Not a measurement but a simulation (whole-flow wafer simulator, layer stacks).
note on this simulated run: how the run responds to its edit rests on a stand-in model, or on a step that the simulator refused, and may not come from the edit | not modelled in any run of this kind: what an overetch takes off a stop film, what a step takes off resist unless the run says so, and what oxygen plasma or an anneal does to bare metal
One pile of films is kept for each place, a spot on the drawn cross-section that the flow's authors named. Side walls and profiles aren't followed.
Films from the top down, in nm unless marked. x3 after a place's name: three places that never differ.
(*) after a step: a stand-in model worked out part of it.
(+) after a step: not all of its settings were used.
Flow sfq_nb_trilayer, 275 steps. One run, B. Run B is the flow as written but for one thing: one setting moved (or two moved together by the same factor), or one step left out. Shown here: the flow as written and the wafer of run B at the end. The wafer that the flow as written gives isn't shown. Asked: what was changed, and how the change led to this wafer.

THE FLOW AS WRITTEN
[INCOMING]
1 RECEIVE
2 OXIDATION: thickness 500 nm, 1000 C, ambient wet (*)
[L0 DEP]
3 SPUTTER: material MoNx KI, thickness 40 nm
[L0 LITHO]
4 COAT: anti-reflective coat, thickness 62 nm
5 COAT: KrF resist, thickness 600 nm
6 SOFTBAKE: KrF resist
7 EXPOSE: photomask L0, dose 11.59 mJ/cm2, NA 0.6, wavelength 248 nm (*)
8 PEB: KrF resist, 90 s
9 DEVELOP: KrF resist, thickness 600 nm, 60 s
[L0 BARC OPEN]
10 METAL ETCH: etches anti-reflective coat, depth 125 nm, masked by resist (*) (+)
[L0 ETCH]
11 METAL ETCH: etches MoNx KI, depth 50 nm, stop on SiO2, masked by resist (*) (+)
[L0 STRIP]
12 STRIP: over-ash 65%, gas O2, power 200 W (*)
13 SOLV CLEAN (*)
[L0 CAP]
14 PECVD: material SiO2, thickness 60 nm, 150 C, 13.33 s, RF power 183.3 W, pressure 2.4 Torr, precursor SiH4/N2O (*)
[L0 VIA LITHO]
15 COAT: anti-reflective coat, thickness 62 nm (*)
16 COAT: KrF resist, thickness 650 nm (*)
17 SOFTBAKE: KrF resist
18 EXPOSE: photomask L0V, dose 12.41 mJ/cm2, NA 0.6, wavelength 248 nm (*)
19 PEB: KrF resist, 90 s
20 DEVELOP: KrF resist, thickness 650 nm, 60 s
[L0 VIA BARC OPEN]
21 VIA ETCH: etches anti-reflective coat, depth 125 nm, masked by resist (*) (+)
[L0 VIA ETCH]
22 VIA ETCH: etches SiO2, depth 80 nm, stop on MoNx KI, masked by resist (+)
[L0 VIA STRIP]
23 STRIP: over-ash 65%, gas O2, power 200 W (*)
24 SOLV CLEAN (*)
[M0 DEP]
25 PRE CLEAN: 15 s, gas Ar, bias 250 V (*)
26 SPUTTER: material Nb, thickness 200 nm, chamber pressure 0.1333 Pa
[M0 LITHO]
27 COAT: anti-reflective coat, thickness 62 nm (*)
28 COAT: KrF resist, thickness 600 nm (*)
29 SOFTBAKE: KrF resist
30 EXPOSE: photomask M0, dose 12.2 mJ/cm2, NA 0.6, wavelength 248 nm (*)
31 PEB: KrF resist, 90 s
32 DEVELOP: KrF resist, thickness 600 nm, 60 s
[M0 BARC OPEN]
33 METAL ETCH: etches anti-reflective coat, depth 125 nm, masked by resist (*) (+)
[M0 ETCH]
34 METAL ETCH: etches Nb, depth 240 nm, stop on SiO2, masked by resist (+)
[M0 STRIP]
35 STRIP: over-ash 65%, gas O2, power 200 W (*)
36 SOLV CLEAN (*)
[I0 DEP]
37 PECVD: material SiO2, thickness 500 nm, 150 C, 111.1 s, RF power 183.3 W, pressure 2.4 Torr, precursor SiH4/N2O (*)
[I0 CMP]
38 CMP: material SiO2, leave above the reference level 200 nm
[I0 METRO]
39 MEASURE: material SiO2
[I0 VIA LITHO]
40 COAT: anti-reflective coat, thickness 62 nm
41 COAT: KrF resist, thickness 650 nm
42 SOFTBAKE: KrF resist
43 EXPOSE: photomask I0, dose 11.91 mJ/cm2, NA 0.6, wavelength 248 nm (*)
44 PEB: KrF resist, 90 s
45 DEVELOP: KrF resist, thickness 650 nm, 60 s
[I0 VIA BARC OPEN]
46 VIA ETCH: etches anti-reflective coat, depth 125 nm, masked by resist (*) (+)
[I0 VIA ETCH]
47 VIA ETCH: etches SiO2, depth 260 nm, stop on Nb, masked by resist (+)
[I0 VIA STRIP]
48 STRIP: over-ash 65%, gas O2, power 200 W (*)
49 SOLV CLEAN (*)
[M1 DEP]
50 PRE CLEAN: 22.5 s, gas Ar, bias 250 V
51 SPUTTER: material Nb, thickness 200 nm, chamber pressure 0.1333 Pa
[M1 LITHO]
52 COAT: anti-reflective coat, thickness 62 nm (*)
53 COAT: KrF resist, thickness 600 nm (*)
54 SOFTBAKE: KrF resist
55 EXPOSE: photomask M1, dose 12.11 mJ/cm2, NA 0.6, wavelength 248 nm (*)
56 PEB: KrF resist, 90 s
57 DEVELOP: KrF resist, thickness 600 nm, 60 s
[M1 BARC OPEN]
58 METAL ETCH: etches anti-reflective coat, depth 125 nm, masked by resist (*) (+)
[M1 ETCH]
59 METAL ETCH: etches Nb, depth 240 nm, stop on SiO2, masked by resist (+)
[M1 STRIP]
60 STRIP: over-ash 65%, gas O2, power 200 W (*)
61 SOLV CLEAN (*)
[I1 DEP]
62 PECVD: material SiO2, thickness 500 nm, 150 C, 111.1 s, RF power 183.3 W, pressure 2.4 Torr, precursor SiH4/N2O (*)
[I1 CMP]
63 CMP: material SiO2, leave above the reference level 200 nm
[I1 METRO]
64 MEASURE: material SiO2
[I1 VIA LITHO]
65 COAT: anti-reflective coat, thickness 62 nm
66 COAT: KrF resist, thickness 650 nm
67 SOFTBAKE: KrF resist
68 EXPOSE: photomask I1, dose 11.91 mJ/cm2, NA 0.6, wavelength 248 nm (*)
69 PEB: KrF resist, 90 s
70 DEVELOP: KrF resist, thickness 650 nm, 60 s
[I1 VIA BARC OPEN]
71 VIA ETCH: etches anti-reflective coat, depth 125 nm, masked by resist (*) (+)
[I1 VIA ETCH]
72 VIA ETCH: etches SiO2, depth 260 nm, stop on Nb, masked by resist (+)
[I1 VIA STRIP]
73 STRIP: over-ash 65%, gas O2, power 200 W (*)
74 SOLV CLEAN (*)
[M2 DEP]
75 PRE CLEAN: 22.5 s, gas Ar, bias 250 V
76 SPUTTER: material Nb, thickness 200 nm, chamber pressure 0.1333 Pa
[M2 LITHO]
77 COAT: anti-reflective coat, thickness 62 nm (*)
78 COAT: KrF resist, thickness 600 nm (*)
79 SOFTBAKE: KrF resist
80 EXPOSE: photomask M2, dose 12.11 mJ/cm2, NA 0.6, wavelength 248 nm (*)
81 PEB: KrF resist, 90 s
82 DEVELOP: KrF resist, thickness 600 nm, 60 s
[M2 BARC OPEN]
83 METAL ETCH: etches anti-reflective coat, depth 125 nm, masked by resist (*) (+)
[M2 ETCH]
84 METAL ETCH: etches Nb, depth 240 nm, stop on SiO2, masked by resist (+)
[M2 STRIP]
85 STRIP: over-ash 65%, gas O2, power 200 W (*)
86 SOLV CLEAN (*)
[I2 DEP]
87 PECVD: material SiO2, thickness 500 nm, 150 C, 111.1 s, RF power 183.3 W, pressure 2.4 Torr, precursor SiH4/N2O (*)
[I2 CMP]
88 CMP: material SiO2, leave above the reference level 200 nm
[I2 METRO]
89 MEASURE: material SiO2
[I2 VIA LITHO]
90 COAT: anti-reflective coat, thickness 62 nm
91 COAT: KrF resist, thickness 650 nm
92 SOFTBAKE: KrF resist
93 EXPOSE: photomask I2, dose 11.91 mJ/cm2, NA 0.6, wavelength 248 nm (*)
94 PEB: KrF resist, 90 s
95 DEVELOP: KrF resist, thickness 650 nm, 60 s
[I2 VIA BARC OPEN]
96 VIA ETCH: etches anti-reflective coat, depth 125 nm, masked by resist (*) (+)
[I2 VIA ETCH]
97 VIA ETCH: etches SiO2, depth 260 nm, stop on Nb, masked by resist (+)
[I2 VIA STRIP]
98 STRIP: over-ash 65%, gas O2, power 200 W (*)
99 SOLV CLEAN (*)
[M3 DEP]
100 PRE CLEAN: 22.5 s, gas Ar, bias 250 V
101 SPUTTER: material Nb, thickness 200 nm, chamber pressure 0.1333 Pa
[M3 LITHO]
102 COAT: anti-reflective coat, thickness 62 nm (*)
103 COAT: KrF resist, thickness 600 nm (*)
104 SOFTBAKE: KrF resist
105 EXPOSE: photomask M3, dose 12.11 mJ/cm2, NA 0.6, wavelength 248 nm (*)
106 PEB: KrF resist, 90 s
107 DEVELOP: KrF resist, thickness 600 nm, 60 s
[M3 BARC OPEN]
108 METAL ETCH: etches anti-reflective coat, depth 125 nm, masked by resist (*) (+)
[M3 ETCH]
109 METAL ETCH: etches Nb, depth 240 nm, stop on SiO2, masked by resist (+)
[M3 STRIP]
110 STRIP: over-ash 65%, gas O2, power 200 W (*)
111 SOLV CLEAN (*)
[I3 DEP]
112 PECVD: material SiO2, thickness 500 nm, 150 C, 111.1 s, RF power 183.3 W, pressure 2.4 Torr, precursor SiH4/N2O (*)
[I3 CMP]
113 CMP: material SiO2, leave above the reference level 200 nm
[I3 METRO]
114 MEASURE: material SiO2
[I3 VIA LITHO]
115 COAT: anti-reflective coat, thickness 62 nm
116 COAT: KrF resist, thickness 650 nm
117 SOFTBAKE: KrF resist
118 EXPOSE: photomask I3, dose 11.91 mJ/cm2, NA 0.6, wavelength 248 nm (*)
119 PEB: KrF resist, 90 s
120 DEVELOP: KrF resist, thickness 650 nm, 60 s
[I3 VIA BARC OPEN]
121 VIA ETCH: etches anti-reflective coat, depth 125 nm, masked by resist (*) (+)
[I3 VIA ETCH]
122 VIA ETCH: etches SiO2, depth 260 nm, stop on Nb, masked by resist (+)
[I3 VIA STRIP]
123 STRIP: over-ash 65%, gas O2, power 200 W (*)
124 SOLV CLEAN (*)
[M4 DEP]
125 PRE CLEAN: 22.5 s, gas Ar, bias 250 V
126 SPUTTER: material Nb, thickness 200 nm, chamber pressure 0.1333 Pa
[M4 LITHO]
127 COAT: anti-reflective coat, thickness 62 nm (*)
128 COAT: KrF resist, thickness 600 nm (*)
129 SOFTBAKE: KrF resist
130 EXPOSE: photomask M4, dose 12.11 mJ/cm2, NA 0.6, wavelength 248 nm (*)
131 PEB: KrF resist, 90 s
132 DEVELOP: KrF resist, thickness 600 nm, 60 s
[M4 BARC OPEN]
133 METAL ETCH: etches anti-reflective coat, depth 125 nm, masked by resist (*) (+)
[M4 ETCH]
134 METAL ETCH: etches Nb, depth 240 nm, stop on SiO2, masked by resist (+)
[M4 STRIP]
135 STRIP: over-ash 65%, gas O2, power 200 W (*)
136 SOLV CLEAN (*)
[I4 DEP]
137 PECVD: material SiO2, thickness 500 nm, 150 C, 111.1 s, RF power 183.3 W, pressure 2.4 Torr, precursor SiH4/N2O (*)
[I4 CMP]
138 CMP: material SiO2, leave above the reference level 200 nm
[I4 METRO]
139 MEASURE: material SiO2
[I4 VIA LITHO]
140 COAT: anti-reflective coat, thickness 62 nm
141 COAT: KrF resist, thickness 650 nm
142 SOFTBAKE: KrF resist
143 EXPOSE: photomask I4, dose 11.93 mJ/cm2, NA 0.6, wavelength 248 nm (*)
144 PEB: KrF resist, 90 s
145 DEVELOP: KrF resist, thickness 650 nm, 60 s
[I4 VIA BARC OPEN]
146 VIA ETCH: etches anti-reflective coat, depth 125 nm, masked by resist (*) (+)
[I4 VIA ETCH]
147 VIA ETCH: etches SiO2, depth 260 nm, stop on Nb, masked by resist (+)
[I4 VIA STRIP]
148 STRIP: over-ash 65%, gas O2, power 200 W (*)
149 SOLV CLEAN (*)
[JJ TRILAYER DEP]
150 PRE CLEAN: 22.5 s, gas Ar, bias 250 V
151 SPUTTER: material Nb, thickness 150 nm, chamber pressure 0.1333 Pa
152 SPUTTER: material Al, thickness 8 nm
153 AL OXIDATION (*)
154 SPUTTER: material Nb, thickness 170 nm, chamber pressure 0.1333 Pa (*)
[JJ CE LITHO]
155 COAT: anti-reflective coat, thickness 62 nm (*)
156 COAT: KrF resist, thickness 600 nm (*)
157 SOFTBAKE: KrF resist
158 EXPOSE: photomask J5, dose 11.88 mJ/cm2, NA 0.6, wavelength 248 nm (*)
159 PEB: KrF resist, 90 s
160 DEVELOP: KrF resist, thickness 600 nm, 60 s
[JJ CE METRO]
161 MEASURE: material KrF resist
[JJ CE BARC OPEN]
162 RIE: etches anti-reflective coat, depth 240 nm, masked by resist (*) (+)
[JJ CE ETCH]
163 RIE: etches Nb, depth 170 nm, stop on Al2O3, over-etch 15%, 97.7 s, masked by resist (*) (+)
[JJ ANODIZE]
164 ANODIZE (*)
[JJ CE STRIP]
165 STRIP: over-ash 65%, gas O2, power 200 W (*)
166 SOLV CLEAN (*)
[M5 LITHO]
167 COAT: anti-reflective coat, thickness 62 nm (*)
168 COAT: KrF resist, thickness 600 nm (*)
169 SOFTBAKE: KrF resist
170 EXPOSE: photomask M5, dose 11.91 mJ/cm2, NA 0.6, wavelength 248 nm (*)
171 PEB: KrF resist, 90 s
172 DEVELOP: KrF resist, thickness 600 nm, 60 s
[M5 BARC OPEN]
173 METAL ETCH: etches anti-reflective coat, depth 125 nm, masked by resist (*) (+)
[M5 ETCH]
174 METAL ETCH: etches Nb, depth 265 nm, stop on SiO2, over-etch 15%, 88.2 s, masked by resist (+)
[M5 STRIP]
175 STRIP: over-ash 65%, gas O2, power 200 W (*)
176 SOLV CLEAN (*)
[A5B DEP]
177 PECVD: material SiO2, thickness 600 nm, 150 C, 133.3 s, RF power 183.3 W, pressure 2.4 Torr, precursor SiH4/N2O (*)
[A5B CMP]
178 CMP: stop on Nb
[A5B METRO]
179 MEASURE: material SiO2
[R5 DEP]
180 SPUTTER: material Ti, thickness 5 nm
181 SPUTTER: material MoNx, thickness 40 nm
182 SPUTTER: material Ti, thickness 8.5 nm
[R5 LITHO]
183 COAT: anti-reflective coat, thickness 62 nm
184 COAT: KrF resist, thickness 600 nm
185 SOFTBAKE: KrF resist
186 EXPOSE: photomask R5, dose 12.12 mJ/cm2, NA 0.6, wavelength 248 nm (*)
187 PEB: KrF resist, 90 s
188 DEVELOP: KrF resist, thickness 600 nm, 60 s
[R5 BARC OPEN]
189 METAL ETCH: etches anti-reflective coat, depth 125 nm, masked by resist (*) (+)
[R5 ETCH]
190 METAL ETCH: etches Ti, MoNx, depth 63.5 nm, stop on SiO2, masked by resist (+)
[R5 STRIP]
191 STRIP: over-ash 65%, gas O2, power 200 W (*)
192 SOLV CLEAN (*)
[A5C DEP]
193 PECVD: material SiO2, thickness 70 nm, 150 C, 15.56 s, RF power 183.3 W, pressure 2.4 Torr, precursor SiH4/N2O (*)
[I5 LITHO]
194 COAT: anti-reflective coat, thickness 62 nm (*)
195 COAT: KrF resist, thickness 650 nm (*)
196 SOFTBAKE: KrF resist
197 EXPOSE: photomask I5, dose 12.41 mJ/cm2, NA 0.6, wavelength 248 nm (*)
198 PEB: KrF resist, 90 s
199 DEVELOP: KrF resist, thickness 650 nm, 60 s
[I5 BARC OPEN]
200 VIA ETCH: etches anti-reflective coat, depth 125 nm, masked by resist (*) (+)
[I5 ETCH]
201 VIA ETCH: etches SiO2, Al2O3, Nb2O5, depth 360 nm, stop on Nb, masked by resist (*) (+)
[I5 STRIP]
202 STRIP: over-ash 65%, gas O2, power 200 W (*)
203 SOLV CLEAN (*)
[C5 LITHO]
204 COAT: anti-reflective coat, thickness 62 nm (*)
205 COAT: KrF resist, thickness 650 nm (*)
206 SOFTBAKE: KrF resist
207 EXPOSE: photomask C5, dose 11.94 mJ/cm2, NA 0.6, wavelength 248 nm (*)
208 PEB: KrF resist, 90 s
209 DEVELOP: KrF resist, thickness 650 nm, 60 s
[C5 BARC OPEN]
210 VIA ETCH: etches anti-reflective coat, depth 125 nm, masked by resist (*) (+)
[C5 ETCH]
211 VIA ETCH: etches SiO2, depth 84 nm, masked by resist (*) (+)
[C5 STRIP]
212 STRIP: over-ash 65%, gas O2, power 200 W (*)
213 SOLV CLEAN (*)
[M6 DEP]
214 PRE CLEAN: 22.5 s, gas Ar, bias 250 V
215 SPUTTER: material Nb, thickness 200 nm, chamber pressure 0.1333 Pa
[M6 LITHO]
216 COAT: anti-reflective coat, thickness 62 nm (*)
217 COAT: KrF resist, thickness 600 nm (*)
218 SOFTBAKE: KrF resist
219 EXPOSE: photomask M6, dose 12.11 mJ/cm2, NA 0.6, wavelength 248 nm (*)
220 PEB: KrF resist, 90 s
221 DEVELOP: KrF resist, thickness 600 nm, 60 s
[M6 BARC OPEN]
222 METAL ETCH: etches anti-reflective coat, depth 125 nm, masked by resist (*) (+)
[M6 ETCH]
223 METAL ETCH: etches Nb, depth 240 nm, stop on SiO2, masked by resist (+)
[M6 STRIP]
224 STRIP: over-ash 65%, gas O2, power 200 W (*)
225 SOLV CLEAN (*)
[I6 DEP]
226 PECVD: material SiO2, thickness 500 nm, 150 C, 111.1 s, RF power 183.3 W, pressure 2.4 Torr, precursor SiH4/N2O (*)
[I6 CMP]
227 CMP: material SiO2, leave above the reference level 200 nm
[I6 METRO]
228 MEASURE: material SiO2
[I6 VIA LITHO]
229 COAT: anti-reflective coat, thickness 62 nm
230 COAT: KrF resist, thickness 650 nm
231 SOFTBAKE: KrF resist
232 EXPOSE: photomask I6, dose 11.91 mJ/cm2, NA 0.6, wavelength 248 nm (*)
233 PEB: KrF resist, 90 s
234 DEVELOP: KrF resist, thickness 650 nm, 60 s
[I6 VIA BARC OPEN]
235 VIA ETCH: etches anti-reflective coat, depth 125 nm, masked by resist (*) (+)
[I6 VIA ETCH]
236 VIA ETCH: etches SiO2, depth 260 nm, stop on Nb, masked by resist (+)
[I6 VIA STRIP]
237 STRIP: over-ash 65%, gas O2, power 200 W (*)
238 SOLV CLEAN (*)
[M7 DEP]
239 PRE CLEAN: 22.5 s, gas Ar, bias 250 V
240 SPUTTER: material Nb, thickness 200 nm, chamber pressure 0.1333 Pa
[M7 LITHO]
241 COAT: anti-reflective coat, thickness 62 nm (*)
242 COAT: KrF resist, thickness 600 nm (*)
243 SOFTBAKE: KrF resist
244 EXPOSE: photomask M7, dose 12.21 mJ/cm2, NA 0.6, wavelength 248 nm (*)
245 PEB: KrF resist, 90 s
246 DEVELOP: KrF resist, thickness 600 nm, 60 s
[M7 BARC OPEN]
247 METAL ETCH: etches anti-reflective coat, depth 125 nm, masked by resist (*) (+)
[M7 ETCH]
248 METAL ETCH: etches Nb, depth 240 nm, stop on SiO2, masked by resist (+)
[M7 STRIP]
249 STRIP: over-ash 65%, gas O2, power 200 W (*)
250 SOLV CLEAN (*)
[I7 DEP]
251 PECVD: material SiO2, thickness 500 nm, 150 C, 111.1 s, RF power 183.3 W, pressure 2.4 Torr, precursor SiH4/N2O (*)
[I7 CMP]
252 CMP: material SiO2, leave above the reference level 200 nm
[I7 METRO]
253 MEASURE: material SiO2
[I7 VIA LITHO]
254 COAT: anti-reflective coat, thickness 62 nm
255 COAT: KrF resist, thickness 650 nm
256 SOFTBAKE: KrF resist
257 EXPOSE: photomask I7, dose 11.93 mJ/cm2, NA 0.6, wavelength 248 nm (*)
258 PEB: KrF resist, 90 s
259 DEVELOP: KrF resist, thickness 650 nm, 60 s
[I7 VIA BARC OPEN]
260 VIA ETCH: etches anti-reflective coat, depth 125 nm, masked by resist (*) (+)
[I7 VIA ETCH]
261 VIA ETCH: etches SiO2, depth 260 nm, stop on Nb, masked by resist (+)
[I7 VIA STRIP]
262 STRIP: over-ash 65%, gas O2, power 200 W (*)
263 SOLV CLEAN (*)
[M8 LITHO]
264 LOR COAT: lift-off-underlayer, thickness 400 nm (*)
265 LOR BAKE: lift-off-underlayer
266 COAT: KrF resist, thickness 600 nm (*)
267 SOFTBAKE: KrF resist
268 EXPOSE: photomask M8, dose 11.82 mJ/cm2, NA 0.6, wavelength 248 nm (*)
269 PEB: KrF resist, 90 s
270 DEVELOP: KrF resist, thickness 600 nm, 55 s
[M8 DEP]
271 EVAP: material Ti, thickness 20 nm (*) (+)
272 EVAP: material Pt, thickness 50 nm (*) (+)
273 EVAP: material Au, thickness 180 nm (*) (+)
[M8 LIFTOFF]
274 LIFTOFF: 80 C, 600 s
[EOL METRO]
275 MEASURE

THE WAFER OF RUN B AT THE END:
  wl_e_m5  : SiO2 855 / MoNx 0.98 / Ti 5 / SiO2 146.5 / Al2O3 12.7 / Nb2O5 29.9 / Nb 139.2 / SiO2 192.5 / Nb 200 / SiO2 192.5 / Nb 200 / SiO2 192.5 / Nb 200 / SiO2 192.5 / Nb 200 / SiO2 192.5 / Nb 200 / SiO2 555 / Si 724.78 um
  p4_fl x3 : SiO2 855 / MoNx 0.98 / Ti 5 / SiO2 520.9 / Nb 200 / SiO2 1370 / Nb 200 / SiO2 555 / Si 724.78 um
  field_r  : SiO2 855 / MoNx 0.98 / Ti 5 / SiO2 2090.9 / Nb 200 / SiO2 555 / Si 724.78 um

The cause: step 190, METAL ETCH: depth 47.52 nm was run, where the flow has depth 63.5 nm.

How the change led to this, step by step:
  190 METAL ETCH: etches Ti, MoNx, depth 63.5 nm, stop on SiO2, masked by resist (+)
      field_l, v_sur, via_wl and 92 more: Ti -8.5 (all of it), MoNx -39 (as written it would be: Ti -8.5 (all of it), MoNx -40 (all of it), Ti -5 (all of it))
      ce_l, c5j, ce_r, wl_jj: Ti -8.5 (all of it), MoNx -39 (as written it would be: Ti -8.5 (all of it), MoNx -40 (all of it), Ti -5 (all of it), Nb -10)
      (and at 7 more places)
  193 PECVD: material SiO2, thickness 70 nm, 150 C, 15.56 s, RF power 183.3 W, pressure 2.4 Torr, precursor SiH4/N2O (*)
      field_l, v_sur, via_wl and 92 more: SiO2 +70 (new film) (as written it would be: SiO2 +70)
  194 COAT: anti-reflective coat, thickness 62 nm (*)
      wl_j_sl, wl_j_sr: anti-reflective coat +62 (new film) (as written it would be: anti-reflective coat +60.2 (new film))
      r5r_spacepad_l, r5r_spacepad_r: anti-reflective coat +81.8 (new film) (as written it would be: anti-reflective coat +84.4 (new film))
      (and at 9 more places)
  201 VIA ETCH: etches SiO2, Al2O3, Nb2O5, depth 360 nm, stop on Nb, masked by resist (*) (+)
      be: SiO2 -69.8 (all of it), MoNx -0.98 (all of it), Ti -5 (all of it), SiO2 -146.5 (all of it), Al2O3 -12.7 (all of it), Nb2O5 -29.9 (all of it) (as written it would be: SiO2 -216.4 (all of it), Al2O3 -12.7 (all of it), Nb2O5 -29.9 (all of it))
  202 STRIP: over-ash 65%, gas O2, power 200 W (*)
      wl_j_sl, wl_j_sr: KrF resist -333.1 (all of it), anti-reflective coat -62 (all of it) (as written it would be: KrF resist -333.3 (all of it), anti-reflective coat -60.2 (all of it))
      r5r_spacepad_l, r5r_spacepad_r: KrF resist -335.3 (all of it), anti-reflective coat -81.8 (all of it) (as written it would be: KrF resist -335.6 (all of it), anti-reflective coat -84.4 (all of it))
      (and at 9 more places)
  204 COAT: anti-reflective coat, thickness 62 nm (*)
      wl_j_sl, wl_j_sr: anti-reflective coat +62 (new film) (as written it would be: anti-reflective coat +60.2 (new film))
      r5r_spacepad_l, r5r_spacepad_r: anti-reflective coat +81.8 (new film) (as written it would be: anti-reflective coat +84.4 (new film))
      (and at 9 more places)
  210 VIA ETCH: etches anti-reflective coat, depth 125 nm, masked by resist (*) (+)
      c5j: anti-reflective coat -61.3 (all of it), SiO2 -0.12 (as written it would be: anti-reflective coat -63.9 (all of it), SiO2 -0.11)
  211 VIA ETCH: etches SiO2, depth 84 nm, masked by resist (*) (+)
      c5j: SiO2 -69.9 (all of it) (as written it would be: SiO2 -69.9 (all of it), Nb -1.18)
  212 STRIP: over-ash 65%, gas O2, power 200 W (*)
      wl_j_sl, wl_j_sr: KrF resist -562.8 (all of it), anti-reflective coat -62 (all of it) (as written it would be: KrF resist -563.4 (all of it), anti-reflective coat -60.2 (all of it))
      r5r_spacepad_l, r5r_spacepad_r: KrF resist -565 (all of it), anti-reflective coat -81.8 (all of it) (as written it would be: KrF resist -565.8 (all of it), anti-reflective coat -84.4 (all of it))
      (and at 8 more places)
  214 PRE CLEAN: 22.5 s, gas Ar, bias 250 V
      c5j: MoNx -0.98 (all of it), Ti -5 (all of it) (as written it would be: Nb -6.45)
  216 COAT: anti-reflective coat, thickness 62 nm (*)
      wl_j_sl, wl_j_sr: anti-reflective coat +62 (new film) (as written it would be: anti-reflective coat +60.2 (new film))
      r5r_spacepad_l, r5r_spacepad_r: anti-reflective coat +82.8 (new film) (as written it would be: anti-reflective coat +85.7 (new film))
      (and at 7 more places)
  222 METAL ETCH: etches anti-reflective coat, depth 125 nm, masked by resist (*) (+)
      r5r_spacepad_l, r5r_spacepad_r: anti-reflective coat -82.8 (all of it) (as written it would be: anti-reflective coat -85.7 (all of it))
  224 STRIP: over-ash 65%, gas O2, power 200 W (*)
      wl_j_sl, wl_j_sr: KrF resist -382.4 (all of it), anti-reflective coat -62 (all of it) (as written it would be: KrF resist -382.5 (all of it), anti-reflective coat -60.2 (all of it))
      jj_sur: KrF resist -377.5 (all of it), anti-reflective coat -58.4 (all of it) (as written it would be: KrF resist -378.5 (all of it), anti-reflective coat -56.1 (all of it))
      (and at 6 more places)
  227 CMP: material SiO2, leave above the reference level 200 nm
      ce_l, ce_r, wl_jj: SiO2 -300 (as written it would be: SiO2 -290)
      r5r_line_l, r5r_line_c, r5r_line_r: SiO2 -147.5 (as written it would be: SiO2 -153.5)
      (and at 4 more places)
Counting metal films that touch as one body, wl_e_m5 has 7 bodies (between them, from the top down: SiO2 146.5 / Al2O3 12.7 / Nb2O5 29.9; SiO2 192.5; SiO2 192.5; SiO2 192.5; SiO2 192.5; SiO2 192.5); the flow as written gives 6 bodies (between them, from the top down: SiO2 192.5; SiO2 192.5; SiO2 192.5; SiO2 192.5; SiO2 192.5).
Counting metal films that touch as one body, p4_fl x3 has 3 bodies (between them, from the top down: SiO2 520.9; SiO2 1370); the flow as written gives 2 bodies (between them, from the top down: SiO2 1370).
Counting metal films that touch as one body, field_r has 2 bodies (between them, from the top down: SiO2 2090.9); the flow as written gives 1 body.
